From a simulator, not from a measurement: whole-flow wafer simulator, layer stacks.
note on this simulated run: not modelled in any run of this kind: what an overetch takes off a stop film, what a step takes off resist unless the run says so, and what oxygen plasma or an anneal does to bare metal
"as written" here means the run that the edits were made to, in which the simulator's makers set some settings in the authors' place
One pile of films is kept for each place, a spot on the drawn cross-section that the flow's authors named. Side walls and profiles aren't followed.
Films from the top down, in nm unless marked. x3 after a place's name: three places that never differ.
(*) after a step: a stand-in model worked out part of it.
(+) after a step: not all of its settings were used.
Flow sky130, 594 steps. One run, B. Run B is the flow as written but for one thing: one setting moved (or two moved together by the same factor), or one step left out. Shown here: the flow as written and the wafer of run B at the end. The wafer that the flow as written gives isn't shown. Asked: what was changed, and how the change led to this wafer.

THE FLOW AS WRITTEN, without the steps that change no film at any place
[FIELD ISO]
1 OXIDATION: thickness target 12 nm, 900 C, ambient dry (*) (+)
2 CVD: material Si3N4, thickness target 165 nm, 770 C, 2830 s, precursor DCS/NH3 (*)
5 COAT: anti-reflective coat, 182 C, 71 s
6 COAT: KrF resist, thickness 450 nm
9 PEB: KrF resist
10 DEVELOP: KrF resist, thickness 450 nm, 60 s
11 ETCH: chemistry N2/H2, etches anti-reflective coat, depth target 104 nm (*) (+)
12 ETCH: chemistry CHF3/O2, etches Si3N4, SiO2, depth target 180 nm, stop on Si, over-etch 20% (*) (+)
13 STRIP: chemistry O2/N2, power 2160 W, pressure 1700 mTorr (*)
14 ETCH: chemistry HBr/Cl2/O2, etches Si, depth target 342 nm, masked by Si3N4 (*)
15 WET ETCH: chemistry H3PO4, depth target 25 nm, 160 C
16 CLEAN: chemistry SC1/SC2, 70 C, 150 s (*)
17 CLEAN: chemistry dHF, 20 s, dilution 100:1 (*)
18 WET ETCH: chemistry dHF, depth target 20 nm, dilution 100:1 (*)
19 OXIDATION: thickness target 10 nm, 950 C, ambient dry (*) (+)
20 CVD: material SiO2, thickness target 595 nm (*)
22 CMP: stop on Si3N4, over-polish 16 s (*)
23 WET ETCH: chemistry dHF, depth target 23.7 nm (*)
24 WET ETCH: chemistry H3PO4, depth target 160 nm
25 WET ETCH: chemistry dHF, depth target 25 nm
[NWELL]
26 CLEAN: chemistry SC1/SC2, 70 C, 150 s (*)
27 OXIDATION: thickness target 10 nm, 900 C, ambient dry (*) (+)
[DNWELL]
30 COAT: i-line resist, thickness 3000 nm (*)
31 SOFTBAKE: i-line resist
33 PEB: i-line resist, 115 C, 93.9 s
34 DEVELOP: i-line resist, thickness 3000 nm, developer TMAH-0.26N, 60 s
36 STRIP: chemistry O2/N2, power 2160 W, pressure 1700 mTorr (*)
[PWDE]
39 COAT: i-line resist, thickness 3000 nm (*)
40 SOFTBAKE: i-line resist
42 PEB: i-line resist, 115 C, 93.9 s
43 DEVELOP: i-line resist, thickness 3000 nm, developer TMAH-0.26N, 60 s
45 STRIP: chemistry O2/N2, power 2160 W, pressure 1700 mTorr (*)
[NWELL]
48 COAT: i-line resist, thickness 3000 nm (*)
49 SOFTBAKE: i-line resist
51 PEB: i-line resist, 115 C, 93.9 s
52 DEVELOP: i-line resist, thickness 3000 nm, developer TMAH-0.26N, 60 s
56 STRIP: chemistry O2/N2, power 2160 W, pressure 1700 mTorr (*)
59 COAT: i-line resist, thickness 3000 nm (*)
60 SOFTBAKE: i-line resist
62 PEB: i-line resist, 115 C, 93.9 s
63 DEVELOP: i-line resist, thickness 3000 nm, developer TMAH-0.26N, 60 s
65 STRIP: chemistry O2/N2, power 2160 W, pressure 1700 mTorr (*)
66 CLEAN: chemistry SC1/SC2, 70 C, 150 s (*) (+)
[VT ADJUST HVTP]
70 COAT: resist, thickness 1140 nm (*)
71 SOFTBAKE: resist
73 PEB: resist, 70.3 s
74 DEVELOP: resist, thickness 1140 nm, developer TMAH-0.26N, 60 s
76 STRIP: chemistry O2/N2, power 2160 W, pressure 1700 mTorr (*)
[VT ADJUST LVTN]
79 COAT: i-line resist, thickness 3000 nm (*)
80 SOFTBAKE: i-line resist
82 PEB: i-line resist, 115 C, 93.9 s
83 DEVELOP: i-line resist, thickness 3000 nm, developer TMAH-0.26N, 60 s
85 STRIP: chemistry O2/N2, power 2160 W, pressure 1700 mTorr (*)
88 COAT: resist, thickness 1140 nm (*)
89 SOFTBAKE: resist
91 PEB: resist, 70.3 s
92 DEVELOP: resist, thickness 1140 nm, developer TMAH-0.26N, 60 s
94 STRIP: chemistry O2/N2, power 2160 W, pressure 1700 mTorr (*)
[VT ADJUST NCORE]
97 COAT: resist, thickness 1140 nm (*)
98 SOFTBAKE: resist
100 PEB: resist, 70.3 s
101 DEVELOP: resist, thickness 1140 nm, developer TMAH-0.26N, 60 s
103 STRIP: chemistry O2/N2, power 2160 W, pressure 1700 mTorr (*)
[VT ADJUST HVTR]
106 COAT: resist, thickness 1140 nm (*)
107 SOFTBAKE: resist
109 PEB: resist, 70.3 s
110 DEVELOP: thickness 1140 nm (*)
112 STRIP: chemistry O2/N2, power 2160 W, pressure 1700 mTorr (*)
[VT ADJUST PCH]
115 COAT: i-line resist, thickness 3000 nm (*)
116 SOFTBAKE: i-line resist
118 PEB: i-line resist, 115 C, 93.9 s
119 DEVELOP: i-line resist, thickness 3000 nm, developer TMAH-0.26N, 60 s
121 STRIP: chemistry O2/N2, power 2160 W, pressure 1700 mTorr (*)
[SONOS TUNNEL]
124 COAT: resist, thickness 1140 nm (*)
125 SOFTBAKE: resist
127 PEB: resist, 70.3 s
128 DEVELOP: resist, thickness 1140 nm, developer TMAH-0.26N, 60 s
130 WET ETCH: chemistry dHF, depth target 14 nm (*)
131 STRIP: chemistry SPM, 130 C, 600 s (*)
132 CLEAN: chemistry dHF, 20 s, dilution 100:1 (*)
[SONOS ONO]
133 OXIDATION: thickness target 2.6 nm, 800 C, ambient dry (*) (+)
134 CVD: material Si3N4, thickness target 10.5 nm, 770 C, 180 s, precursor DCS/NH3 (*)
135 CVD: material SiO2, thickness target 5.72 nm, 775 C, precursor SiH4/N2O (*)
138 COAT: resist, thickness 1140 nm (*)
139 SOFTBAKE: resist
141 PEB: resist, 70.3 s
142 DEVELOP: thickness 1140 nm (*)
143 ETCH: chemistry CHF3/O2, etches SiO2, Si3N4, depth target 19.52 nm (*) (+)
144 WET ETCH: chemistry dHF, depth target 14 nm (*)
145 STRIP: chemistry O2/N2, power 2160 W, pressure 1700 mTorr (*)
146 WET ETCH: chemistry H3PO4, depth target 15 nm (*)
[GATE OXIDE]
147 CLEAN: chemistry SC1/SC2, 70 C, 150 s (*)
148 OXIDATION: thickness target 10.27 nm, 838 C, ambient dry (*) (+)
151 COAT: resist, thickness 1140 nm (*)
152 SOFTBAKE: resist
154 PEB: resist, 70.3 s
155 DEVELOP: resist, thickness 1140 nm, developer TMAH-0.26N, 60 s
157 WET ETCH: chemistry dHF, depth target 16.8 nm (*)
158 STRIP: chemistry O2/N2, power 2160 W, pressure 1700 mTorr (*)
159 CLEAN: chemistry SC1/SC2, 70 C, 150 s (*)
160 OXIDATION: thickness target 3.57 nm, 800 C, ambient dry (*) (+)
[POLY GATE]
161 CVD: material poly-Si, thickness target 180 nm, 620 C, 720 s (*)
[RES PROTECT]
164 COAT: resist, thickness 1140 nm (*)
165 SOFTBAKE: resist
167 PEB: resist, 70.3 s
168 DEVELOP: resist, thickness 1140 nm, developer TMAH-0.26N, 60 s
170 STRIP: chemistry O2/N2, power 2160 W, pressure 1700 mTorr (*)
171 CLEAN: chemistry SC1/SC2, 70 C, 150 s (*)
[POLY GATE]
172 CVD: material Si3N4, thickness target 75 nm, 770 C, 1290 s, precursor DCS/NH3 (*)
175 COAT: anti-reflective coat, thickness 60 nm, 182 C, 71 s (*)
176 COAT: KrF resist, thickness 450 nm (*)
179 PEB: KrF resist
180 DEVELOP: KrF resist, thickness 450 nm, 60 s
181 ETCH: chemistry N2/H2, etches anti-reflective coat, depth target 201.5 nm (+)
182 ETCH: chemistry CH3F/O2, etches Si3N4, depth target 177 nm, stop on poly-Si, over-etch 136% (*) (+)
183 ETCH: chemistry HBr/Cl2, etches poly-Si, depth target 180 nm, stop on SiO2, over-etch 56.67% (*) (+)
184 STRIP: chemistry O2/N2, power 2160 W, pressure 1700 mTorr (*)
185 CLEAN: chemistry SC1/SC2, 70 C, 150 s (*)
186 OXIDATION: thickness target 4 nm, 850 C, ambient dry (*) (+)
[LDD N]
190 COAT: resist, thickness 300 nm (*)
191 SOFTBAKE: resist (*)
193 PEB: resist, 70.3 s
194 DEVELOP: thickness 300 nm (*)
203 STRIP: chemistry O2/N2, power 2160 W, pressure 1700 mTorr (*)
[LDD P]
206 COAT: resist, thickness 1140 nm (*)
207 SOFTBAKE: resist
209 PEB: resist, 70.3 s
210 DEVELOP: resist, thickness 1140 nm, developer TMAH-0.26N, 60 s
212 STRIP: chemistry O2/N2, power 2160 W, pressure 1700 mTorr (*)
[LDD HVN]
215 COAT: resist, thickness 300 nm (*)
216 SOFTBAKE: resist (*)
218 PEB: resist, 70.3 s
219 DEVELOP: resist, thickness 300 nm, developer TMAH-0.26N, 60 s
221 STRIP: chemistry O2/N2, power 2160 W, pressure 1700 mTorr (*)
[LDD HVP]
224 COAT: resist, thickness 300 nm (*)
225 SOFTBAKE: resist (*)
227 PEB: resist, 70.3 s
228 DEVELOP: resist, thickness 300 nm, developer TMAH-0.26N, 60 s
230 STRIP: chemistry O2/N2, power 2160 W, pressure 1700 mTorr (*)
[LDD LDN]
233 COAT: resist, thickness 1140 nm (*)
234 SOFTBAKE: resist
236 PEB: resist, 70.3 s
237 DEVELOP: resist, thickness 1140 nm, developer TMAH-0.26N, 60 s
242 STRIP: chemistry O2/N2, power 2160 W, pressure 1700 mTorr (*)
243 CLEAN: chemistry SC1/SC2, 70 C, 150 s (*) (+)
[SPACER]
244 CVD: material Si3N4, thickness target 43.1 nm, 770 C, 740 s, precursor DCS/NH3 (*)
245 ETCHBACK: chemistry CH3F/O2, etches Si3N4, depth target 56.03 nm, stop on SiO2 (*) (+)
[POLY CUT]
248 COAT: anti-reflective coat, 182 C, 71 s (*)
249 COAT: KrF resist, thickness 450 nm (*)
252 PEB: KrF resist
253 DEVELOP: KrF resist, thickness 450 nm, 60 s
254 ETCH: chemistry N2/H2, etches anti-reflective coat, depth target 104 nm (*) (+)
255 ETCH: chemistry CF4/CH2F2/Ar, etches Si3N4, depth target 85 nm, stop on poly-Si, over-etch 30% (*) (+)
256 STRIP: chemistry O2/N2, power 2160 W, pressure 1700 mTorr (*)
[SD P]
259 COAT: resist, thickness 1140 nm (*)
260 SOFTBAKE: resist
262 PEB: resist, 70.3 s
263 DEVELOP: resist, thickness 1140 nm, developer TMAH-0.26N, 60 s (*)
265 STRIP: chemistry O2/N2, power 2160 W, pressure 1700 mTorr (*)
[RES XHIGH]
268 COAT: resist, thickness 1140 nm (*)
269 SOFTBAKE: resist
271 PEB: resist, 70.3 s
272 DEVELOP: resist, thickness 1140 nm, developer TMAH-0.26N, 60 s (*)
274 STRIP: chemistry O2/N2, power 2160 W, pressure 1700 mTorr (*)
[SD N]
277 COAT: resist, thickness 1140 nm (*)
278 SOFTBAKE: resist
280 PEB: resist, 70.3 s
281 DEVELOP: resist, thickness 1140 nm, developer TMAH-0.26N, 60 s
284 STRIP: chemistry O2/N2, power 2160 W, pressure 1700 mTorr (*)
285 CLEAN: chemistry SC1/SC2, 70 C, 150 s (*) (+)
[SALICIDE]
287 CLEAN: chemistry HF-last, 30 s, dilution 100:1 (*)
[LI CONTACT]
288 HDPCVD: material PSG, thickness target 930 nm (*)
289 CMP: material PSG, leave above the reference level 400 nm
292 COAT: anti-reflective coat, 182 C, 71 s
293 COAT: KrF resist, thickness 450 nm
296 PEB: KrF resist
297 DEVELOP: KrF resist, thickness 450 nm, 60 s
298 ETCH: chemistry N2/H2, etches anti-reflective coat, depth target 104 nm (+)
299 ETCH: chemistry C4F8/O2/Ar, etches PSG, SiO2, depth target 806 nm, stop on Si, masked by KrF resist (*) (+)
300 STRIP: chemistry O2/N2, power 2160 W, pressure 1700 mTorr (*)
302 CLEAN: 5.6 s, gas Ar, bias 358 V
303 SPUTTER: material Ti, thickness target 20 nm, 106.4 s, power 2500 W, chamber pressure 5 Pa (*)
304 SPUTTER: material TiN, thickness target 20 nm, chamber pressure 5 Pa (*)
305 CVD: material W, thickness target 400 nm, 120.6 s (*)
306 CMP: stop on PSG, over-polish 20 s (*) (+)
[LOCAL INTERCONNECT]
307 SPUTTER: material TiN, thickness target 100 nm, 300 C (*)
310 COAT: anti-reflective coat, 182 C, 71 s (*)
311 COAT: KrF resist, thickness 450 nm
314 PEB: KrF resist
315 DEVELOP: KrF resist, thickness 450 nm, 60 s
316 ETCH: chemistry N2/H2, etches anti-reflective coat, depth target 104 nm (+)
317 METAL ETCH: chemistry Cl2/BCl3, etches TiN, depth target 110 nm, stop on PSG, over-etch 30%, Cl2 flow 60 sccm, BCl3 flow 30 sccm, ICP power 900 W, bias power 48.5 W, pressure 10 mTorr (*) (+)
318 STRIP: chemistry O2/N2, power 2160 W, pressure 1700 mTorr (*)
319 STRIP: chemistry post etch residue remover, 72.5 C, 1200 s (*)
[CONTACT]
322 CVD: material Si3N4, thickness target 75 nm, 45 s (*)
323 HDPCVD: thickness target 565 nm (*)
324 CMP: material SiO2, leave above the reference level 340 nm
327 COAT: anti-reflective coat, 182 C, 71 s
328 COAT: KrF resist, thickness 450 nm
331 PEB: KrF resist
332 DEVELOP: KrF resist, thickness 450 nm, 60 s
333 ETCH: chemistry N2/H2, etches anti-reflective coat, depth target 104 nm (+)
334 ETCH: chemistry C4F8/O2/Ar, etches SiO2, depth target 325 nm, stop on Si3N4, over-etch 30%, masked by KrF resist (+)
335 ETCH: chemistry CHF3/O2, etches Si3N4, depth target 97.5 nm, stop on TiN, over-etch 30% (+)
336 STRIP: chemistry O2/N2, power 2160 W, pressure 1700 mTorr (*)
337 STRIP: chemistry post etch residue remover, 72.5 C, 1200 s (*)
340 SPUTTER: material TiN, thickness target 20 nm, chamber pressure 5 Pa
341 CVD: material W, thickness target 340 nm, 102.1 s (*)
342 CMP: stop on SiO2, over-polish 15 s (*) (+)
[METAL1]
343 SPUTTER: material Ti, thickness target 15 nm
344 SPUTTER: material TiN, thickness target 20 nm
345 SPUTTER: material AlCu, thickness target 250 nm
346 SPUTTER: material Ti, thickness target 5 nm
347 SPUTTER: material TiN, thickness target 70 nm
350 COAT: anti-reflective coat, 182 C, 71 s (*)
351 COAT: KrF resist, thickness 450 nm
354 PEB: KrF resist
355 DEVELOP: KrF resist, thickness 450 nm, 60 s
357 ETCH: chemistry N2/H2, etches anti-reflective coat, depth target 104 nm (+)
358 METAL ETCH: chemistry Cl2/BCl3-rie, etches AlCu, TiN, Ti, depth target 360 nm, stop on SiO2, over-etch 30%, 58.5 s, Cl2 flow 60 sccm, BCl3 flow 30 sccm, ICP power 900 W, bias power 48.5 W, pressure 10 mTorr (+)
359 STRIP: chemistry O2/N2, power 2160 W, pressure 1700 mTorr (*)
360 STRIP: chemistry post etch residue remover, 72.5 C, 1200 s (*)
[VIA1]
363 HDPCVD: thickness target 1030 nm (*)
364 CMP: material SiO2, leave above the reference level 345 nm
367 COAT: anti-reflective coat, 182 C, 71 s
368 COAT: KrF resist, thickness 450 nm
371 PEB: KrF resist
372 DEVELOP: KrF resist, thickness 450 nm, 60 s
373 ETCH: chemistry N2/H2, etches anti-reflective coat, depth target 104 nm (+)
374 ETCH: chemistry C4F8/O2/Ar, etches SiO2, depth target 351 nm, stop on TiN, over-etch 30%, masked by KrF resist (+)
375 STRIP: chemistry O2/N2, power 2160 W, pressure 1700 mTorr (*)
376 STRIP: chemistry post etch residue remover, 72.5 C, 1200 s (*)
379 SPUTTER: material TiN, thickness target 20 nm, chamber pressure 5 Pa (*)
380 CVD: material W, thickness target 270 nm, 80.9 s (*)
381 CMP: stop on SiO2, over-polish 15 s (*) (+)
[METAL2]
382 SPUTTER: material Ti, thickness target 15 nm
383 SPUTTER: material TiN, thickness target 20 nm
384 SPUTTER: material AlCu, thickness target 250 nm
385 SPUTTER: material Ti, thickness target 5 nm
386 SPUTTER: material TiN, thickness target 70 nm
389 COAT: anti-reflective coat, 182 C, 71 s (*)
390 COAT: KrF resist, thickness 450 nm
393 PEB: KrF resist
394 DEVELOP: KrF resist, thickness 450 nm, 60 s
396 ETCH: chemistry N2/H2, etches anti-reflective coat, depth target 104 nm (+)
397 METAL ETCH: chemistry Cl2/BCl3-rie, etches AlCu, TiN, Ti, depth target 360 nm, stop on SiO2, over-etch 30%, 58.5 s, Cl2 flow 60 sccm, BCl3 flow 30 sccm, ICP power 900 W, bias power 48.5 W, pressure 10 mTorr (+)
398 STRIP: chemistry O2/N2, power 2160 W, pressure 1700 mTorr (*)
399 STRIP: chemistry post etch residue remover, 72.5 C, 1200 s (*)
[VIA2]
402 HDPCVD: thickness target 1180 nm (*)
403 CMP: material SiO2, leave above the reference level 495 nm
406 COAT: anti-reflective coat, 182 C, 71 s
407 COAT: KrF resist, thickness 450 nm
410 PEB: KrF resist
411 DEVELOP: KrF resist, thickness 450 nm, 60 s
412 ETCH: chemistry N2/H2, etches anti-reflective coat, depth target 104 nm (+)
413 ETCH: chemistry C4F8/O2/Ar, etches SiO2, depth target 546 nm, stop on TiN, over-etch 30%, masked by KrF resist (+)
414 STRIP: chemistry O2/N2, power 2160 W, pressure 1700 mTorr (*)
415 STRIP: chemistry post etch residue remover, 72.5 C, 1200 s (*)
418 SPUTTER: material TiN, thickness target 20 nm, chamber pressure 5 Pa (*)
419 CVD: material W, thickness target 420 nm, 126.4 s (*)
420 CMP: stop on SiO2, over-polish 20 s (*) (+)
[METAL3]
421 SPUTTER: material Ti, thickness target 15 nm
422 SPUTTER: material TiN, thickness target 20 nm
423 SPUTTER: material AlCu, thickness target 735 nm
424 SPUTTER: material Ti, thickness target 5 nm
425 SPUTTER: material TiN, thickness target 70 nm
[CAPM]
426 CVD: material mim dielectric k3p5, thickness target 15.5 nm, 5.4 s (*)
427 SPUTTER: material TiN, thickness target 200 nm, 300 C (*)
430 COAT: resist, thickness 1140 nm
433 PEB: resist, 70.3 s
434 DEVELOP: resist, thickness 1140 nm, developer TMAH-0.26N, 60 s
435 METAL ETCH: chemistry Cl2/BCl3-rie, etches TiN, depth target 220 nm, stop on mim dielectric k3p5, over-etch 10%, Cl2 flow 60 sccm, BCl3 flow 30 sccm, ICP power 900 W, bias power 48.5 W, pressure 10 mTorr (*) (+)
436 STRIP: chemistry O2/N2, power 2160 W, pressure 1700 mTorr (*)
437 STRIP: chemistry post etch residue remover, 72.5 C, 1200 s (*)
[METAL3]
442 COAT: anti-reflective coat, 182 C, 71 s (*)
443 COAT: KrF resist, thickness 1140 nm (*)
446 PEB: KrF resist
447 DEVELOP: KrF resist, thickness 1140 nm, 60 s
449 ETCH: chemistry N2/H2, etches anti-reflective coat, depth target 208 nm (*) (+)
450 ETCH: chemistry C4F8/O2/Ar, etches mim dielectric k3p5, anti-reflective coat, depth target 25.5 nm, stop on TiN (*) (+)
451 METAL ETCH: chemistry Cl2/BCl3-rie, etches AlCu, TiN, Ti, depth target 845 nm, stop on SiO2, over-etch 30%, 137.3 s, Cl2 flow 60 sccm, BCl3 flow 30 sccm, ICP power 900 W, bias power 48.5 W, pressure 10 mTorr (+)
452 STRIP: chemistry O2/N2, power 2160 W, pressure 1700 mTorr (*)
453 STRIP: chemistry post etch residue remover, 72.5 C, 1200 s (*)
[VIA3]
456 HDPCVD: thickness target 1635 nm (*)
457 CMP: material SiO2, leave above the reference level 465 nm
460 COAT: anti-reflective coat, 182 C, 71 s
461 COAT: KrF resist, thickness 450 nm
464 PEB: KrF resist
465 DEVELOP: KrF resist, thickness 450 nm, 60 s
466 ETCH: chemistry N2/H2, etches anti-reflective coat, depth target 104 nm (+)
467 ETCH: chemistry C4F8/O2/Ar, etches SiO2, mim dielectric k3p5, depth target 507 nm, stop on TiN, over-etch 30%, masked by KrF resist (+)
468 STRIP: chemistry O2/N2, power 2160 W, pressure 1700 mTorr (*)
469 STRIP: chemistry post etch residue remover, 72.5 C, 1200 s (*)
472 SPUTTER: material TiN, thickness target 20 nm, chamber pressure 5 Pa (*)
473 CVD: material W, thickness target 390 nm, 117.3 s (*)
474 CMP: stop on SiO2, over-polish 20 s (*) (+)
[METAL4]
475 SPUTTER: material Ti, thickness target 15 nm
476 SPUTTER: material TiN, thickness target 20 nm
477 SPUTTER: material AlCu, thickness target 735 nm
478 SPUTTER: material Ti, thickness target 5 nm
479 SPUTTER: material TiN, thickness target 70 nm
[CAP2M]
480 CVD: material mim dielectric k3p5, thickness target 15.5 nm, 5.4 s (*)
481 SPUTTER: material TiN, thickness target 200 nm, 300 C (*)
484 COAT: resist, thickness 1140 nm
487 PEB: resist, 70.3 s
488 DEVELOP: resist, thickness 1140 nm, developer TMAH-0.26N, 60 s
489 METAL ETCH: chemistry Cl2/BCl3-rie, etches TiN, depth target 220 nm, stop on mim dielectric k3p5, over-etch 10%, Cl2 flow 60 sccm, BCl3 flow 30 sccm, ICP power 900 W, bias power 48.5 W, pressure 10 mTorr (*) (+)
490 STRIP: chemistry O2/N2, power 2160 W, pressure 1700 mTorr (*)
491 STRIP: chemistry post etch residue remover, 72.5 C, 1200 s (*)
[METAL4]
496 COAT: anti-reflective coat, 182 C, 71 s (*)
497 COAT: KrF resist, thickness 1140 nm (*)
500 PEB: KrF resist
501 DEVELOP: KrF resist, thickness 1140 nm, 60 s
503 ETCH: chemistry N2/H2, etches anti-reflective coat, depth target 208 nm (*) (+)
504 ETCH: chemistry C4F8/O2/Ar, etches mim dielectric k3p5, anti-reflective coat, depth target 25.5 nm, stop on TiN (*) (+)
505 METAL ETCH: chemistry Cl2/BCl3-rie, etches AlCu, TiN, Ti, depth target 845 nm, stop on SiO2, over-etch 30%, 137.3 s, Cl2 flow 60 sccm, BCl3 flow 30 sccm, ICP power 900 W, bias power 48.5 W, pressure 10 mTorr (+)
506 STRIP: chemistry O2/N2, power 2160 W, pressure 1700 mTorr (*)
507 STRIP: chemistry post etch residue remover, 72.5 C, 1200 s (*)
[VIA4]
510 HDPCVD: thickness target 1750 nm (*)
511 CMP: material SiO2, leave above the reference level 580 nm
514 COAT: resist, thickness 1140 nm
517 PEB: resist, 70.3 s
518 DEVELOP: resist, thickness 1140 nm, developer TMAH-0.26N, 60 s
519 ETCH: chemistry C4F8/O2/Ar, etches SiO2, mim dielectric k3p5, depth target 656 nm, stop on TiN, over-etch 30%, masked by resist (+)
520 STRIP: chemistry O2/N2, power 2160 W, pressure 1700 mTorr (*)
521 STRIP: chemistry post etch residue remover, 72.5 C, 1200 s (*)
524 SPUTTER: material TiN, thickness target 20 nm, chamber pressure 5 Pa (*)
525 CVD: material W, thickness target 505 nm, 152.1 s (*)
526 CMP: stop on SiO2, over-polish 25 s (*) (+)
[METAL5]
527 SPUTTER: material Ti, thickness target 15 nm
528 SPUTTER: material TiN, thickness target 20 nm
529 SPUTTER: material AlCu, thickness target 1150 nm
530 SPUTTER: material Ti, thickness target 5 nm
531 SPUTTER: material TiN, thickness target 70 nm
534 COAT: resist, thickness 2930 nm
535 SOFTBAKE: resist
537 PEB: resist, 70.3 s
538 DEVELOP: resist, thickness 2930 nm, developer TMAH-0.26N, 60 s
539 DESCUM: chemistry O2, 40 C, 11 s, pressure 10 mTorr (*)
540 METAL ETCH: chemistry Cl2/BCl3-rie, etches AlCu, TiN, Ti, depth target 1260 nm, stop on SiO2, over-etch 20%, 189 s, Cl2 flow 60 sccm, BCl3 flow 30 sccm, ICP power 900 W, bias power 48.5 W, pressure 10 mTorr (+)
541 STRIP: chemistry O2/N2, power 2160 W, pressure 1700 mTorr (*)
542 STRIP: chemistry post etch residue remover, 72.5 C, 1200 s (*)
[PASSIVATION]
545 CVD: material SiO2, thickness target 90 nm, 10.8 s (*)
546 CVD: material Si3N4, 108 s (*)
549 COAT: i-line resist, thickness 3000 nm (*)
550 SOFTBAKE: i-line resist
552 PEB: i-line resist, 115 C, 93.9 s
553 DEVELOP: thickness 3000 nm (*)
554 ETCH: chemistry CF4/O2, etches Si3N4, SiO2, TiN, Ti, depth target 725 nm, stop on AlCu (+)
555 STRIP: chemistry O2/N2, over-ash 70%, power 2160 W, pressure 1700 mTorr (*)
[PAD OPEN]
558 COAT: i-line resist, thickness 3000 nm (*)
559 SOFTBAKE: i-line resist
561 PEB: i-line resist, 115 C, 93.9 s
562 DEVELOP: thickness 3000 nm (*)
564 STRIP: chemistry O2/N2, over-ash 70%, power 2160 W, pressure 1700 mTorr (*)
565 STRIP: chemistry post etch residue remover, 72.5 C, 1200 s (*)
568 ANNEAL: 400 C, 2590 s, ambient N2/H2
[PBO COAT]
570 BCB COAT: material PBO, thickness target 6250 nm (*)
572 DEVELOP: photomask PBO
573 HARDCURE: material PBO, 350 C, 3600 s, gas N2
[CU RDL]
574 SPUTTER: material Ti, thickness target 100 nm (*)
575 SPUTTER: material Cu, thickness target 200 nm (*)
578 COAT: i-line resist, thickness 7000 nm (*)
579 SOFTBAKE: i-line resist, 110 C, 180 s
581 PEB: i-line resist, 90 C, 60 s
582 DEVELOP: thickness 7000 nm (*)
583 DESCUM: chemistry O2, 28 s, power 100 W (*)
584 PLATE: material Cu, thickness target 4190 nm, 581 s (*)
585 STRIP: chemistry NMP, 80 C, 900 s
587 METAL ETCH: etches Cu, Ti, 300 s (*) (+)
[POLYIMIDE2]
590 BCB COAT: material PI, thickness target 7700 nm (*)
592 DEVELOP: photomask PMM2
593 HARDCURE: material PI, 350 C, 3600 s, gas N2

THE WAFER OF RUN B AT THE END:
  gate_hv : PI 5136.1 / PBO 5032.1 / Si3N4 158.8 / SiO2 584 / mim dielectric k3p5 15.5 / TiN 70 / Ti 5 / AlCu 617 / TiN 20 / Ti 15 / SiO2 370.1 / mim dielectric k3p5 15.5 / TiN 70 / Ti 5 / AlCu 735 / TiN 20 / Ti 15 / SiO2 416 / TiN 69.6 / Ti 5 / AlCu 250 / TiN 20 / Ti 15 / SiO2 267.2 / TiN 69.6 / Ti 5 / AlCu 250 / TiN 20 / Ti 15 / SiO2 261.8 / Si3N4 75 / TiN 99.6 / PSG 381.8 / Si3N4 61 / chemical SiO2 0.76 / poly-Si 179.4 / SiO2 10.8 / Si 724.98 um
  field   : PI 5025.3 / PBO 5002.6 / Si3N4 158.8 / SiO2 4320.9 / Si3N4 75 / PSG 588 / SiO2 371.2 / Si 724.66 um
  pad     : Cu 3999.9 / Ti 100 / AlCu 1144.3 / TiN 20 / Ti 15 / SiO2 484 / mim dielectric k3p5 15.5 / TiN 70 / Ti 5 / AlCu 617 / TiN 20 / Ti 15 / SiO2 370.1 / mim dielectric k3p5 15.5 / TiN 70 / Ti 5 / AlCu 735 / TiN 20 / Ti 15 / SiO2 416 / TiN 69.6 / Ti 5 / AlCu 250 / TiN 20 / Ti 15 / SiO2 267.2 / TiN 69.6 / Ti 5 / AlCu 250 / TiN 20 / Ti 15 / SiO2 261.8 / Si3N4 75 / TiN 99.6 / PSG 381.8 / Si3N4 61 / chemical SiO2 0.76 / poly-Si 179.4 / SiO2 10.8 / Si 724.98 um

The cause: step 477, SPUTTER: thickness target 617 nm was run, where the flow has thickness target 735 nm.
It can be read off the wafer: gate_hv has AlCu 617, and step 477 as written asks for 735 nm.

How the change led to this, step by step:
  477 SPUTTER: material AlCu, thickness target 735 nm
      field, active, n_well and 189 more: AlCu +617 (new film) (as written it would be: AlCu +735 (new film))
  505 METAL ETCH: chemistry Cl2/BCl3-rie, etches AlCu, TiN, Ti, depth target 845 nm, stop on SiO2, over-etch 30%, 137.3 s, Cl2 flow 60 sccm, BCl3 flow 30 sccm, ICP power 900 W, bias power 48.5 W, pressure 10 mTorr (+)
      field, gate, spacer and 64 more: TiN -70 (all of it), Ti -5 (all of it), AlCu -617 (all of it), TiN -20 (all of it), Ti -15 (all of it), SiO2 -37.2 (as written it would be: TiN -70 (all of it), Ti -5 (all of it), AlCu -735 (all of it), TiN -20 (all of it), Ti -15 (all of it), SiO2 -25.4)
      vpp_iso1, m1_ln, rpo_hd and 6 more: TiN -70 (all of it), Ti -5 (all of it), AlCu -617 (all of it), TiN -20 (all of it), Ti -15 (all of it), SiO2 -37.1 (as written it would be: TiN -70 (all of it), Ti -5 (all of it), AlCu -735 (all of it), TiN -20 (all of it), Ti -15 (all of it), SiO2 -25.3)
      (and at 12 more places)
  511 CMP: material SiO2, leave above the reference level 580 nm
      field, gate, spacer and 71 more: SiO2 -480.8 (as written it would be: SiO2 -374.7)
      active, via2_hole, sonos_guard_hv, iso_guard_nw, rxpo_ln, rpm_encl_urpm: SiO2 -480.9 (as written it would be: SiO2 -374.7)
      (and at 8 more places)
